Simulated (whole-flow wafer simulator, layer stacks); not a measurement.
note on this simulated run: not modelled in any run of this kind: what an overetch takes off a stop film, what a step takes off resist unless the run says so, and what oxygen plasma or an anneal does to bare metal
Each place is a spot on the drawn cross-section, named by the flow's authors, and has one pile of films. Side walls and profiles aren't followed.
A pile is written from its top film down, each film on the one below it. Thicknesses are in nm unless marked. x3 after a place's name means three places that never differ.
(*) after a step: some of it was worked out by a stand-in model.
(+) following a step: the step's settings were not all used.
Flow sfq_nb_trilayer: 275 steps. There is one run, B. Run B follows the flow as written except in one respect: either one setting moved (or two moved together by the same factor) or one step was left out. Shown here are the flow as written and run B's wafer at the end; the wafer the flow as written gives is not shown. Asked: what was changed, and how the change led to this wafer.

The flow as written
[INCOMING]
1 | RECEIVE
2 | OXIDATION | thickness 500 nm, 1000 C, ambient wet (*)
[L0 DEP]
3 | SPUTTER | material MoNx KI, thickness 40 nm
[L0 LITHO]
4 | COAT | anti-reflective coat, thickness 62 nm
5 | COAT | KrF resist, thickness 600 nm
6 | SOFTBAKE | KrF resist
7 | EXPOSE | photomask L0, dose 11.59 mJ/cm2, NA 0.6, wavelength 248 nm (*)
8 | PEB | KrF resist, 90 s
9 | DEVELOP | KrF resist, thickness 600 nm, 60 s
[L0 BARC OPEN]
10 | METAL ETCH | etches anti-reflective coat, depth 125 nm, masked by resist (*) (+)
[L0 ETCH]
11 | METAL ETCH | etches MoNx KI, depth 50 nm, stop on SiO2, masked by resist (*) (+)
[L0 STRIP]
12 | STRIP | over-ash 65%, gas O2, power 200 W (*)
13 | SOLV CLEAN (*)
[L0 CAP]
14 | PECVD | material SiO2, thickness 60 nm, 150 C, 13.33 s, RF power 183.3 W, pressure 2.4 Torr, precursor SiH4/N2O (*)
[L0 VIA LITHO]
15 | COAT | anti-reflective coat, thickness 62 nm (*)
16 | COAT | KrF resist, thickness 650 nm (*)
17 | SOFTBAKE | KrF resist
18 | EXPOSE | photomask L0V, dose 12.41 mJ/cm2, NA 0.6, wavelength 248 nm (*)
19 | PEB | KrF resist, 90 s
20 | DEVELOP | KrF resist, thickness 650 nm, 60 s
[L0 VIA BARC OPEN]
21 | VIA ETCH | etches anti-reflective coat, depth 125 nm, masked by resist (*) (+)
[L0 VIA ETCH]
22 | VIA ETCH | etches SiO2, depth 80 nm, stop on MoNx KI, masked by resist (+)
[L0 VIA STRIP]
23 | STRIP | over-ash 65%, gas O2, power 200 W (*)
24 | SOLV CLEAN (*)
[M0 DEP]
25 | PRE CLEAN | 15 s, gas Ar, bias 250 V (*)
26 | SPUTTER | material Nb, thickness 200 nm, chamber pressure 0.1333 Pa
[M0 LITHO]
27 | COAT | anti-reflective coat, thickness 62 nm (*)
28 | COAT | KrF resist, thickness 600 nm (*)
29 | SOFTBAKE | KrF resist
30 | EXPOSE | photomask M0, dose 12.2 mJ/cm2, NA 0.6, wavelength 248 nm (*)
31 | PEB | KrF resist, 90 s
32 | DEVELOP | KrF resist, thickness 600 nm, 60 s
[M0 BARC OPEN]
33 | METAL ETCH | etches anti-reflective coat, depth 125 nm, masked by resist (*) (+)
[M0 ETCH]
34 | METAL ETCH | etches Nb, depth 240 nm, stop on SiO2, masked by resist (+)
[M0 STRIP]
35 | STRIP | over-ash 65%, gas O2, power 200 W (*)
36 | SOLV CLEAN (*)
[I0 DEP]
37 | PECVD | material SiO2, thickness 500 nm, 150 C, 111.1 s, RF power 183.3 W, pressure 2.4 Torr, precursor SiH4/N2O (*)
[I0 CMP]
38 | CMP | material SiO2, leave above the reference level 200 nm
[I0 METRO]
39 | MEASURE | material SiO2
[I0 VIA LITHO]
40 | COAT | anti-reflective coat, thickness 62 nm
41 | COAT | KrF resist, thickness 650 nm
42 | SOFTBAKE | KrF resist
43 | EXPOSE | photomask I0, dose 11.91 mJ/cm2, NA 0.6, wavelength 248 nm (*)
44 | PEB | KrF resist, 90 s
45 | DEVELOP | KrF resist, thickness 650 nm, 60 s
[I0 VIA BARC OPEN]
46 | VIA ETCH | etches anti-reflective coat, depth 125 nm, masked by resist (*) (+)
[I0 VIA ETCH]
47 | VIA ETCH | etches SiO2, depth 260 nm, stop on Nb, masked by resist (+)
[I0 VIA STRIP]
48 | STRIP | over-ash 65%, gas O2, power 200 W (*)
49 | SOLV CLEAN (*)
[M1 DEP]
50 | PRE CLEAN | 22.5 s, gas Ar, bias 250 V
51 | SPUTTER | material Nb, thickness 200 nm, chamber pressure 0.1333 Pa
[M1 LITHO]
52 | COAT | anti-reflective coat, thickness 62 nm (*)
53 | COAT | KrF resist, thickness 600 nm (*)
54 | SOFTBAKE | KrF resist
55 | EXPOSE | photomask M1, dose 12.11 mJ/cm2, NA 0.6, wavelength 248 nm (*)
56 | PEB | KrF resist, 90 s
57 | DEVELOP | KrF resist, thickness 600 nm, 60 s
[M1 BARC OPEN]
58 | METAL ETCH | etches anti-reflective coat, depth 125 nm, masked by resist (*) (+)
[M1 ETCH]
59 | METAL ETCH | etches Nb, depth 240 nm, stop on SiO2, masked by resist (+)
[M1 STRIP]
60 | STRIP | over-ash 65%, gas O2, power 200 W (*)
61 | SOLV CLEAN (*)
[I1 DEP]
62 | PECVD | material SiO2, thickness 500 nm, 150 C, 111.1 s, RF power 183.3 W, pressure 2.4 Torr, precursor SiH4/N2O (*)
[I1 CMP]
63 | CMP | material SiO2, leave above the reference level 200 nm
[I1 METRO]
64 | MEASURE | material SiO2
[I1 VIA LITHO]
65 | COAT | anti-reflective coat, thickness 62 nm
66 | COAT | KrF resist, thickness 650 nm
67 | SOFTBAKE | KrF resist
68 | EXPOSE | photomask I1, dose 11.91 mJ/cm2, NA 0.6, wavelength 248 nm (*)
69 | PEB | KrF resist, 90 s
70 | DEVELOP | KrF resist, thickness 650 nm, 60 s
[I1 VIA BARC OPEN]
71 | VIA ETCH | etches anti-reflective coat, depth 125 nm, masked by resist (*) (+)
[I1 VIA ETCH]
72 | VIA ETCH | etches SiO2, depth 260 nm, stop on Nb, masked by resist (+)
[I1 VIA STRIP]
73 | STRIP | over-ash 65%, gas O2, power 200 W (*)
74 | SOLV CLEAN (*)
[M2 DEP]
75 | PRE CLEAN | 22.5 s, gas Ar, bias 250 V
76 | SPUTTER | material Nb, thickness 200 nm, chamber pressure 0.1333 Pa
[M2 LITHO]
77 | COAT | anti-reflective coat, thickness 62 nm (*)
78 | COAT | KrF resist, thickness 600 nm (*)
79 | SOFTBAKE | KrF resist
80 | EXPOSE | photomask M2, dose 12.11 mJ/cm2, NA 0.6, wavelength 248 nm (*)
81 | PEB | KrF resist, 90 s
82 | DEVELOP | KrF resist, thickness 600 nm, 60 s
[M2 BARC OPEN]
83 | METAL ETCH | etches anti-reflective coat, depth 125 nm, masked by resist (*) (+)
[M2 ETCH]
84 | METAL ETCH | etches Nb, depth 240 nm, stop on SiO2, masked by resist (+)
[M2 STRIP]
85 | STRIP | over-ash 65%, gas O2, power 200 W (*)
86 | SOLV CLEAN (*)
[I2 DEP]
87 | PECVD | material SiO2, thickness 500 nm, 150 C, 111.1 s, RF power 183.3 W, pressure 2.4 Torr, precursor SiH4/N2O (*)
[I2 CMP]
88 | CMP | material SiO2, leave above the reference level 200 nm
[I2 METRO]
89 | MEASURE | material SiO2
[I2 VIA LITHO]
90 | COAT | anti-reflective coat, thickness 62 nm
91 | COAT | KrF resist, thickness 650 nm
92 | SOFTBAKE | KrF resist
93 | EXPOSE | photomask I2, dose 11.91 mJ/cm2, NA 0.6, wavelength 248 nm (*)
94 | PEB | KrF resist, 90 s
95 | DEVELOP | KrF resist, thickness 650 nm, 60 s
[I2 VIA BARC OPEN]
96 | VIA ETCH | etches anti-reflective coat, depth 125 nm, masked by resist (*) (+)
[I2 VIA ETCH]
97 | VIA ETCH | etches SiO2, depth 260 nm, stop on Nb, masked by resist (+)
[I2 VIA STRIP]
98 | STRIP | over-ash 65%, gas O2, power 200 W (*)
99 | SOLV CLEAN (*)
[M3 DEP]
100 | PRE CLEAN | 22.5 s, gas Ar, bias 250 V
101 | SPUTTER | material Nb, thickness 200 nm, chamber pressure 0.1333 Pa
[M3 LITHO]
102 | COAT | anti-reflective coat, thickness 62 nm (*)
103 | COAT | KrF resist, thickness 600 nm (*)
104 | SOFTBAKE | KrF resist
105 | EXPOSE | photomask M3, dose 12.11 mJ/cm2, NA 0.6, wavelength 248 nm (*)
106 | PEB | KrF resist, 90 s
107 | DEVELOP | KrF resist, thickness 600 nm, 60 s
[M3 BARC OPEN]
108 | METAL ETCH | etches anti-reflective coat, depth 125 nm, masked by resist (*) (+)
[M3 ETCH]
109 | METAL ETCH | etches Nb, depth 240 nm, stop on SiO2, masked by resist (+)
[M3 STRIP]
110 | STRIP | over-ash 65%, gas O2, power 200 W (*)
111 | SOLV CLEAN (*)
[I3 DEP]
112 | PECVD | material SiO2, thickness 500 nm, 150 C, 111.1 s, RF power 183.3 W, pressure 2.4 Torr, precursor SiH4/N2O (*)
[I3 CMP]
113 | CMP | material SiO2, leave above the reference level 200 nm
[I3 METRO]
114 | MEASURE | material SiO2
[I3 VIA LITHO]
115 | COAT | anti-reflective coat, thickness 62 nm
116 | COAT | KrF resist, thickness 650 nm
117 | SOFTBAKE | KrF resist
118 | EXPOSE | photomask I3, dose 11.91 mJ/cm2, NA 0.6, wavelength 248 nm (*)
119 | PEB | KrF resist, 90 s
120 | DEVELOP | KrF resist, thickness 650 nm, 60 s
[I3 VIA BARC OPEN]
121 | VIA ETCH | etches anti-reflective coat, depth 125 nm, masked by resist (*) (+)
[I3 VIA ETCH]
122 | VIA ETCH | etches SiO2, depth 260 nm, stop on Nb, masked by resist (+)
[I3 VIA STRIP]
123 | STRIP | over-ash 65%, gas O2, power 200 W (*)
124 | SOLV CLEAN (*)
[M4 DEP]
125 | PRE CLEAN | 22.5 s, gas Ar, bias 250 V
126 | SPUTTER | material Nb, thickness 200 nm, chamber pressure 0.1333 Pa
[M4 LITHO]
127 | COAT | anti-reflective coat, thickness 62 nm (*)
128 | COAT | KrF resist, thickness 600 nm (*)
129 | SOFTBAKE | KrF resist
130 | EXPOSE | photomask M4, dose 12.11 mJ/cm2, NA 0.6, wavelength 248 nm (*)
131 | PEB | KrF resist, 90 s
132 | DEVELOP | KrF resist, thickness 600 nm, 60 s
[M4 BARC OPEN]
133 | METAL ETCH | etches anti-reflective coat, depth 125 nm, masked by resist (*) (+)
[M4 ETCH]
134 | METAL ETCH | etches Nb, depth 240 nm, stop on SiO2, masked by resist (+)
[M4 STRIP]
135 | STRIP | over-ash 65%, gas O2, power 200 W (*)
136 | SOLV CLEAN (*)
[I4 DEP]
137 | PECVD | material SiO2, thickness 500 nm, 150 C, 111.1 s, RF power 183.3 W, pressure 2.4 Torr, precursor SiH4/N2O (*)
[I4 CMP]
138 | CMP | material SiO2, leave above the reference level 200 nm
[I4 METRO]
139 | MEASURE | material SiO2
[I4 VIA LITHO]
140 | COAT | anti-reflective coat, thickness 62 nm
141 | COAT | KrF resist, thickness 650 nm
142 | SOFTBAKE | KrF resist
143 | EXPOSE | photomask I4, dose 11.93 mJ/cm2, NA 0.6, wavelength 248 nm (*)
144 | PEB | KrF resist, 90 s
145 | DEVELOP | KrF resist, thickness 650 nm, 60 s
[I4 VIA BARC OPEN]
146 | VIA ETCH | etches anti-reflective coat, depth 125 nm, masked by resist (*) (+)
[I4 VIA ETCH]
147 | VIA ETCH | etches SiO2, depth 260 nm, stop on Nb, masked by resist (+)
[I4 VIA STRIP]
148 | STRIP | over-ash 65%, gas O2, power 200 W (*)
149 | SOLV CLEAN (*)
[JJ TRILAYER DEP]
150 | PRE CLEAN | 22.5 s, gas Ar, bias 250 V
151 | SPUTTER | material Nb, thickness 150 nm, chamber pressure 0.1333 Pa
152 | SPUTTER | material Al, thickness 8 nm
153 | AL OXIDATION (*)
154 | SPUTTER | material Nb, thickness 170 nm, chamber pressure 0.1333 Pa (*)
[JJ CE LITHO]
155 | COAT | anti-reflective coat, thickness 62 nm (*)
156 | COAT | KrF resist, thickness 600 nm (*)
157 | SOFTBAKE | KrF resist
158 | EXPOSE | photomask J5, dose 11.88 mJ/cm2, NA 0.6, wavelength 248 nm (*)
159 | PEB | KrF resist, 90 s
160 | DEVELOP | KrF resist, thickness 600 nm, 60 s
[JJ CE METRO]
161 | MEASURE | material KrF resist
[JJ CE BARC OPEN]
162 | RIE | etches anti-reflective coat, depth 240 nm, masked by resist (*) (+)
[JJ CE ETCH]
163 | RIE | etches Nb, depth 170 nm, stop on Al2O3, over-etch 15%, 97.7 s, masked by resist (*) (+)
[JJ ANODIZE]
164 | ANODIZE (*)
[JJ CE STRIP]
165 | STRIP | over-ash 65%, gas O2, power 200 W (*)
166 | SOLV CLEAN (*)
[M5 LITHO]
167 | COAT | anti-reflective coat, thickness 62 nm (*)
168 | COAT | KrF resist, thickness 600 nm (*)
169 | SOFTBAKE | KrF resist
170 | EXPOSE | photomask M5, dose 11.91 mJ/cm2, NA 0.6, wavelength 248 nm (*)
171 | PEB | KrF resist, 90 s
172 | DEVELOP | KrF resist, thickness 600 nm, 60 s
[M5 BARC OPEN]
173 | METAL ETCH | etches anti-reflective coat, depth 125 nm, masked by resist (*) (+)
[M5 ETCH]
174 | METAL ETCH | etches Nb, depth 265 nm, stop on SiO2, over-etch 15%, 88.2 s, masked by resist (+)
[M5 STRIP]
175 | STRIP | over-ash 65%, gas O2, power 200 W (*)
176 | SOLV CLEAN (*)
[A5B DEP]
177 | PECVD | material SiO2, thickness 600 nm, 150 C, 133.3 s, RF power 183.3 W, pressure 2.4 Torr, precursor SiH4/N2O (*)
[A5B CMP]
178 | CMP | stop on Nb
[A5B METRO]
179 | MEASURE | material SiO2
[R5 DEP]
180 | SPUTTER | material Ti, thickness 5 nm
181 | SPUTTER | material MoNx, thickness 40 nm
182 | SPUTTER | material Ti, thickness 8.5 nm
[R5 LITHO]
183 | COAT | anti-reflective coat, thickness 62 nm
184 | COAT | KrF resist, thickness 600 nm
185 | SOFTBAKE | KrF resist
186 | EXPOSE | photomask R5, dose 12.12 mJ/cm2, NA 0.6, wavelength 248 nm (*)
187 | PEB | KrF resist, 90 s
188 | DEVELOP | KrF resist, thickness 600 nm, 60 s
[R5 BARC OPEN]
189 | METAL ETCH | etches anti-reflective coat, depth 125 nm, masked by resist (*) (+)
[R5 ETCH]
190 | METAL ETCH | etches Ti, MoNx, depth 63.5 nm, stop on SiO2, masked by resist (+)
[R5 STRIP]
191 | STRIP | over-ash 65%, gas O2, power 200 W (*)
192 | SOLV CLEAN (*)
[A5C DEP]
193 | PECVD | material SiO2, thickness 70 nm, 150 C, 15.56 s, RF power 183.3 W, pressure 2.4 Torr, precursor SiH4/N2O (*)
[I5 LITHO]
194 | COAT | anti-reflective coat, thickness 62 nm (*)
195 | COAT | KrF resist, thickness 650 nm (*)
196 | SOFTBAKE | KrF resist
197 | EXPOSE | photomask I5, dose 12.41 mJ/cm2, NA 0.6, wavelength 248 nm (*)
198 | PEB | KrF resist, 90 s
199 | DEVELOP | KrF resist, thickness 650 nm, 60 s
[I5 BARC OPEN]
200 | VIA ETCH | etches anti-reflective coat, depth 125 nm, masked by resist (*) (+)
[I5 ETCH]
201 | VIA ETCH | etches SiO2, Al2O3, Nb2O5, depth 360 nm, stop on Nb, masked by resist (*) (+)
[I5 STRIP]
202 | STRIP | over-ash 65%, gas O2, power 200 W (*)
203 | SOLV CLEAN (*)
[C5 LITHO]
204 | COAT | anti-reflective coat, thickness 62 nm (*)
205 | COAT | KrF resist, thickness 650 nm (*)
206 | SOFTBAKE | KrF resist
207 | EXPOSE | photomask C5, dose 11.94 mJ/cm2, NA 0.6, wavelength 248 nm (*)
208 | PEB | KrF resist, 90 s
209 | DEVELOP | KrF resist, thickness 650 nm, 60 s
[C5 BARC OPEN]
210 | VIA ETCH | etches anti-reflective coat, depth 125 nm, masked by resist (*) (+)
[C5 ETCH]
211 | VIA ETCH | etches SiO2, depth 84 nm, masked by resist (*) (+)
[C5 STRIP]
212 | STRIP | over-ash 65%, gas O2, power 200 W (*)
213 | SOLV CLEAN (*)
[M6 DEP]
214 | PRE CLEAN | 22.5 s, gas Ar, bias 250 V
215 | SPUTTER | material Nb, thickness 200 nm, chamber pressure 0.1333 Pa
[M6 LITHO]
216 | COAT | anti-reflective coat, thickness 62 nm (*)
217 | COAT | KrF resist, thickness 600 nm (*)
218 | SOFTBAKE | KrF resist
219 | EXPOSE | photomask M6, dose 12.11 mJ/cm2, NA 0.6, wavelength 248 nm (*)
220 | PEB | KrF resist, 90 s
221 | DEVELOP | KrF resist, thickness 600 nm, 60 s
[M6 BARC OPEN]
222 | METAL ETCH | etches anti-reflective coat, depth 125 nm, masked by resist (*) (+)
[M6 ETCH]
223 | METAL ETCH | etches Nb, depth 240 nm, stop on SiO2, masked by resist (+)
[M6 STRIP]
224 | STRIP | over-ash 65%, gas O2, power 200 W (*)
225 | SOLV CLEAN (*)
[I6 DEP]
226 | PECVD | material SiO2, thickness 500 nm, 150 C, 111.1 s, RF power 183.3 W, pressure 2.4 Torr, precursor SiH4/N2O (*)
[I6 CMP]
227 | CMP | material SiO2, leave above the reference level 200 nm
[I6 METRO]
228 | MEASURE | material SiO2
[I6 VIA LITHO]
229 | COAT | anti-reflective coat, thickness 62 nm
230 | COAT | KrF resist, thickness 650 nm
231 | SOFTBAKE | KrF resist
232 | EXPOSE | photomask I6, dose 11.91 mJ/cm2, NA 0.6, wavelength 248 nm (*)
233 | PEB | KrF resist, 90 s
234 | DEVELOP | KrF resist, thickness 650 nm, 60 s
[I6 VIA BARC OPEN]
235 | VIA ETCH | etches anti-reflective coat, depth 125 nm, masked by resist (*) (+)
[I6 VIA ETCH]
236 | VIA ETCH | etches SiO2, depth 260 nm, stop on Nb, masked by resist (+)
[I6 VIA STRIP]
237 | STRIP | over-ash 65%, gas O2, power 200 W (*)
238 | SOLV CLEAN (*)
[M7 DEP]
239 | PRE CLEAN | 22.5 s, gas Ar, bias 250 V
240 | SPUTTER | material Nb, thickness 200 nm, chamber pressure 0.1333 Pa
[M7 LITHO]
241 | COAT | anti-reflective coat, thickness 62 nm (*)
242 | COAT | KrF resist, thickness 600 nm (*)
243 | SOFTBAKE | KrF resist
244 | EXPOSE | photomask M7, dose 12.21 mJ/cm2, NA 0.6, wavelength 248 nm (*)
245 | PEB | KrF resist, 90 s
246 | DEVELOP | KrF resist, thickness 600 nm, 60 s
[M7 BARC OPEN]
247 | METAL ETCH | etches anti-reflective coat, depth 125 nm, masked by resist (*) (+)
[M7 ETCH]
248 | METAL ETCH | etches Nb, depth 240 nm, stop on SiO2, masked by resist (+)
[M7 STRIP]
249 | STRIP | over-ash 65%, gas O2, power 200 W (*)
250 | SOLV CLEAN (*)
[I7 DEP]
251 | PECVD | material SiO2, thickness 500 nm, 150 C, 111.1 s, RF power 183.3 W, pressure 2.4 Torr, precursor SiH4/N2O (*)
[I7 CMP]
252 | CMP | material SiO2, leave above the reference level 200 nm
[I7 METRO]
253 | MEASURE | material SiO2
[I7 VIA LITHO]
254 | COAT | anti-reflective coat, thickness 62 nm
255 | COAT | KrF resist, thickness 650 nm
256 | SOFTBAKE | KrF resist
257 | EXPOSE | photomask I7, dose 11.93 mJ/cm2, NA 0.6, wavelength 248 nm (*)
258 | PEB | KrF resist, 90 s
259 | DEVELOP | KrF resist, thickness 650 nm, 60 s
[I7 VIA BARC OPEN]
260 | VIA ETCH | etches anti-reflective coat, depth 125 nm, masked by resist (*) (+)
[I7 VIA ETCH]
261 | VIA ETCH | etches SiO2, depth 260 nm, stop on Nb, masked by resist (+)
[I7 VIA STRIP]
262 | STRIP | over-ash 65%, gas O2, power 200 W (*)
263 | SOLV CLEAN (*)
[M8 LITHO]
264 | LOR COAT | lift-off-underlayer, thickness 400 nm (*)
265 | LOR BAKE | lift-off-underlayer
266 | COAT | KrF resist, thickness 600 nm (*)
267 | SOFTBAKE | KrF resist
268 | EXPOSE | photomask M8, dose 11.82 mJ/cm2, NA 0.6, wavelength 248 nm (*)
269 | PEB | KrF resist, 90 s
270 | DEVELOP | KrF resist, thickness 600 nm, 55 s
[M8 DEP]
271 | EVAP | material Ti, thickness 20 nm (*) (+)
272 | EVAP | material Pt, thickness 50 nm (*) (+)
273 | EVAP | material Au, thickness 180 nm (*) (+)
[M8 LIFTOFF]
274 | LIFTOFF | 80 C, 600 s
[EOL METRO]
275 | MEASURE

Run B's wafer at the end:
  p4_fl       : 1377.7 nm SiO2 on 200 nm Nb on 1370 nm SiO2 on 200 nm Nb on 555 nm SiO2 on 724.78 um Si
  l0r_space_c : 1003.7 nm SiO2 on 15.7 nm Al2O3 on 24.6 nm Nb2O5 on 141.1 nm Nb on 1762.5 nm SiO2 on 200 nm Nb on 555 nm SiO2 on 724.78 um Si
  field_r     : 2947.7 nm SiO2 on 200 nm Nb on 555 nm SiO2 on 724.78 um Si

What caused this: step 152, SPUTTER: thickness 9.8 nm was run, while the flow as written has thickness 8 nm.

The path from the change to this, step by step:
  152 | SPUTTER | material Al, thickness 8 nm
      field_l, v_sur, via_sp and 100 more: +9.8 Al (new film) (it would be, as written: +8 Al (new film))
      via_wl, via_wr: +6.29 Al (new film) (it would be, as written: +5.14 Al (new film))
      (as well as at 1 more place)
  164 | ANODIZE (*)
      field_l, v_sur, via_sp and 96 more: +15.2 Al2O3, +24.6 Nb2O5 (new film), -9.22 Al (all of it), -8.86 Nb (it would be, as written: +12.2 Al2O3, +29.9 Nb2O5 (new film), -7.42 Al (all of it), -10.8 Nb)
      via_wl, via_wr: +9.43 Al2O3 (new film), +35.8 Nb2O5 (new film), -5.71 Al (all of it), -12.9 Nb (it would be, as written: +7.52 Al2O3 (new film), +39.2 Nb2O5 (new film), -4.56 Al (all of it), -14.1 Nb)
      (as well as at 1 more place)
  174 | METAL ETCH | etches Nb, depth 265 nm, stop on SiO2, over-etch 15%, 88.2 s, masked by resist (+)
      field_l, r_sur, res and 50 more: -15.6 Al2O3 (all of it), -24.6 Nb2O5 (all of it), -141.1 Nb (all of it), -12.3 SiO2 (it would be, as written: -12.6 Al2O3 (all of it), -29.9 Nb2O5 (all of it), -139.2 Nb (all of it), -12.3 SiO2)
  201 | VIA ETCH | etches SiO2, Al2O3, Nb2O5, depth 360 nm, stop on Nb, masked by resist (*) (+)
      be: -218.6 SiO2 (all of it), -15.7 Al2O3 (all of it), -24.6 Nb2O5 (all of it) (it would be, as written: -216.4 SiO2 (all of it), -12.7 Al2O3 (all of it), -29.9 Nb2O5 (all of it))
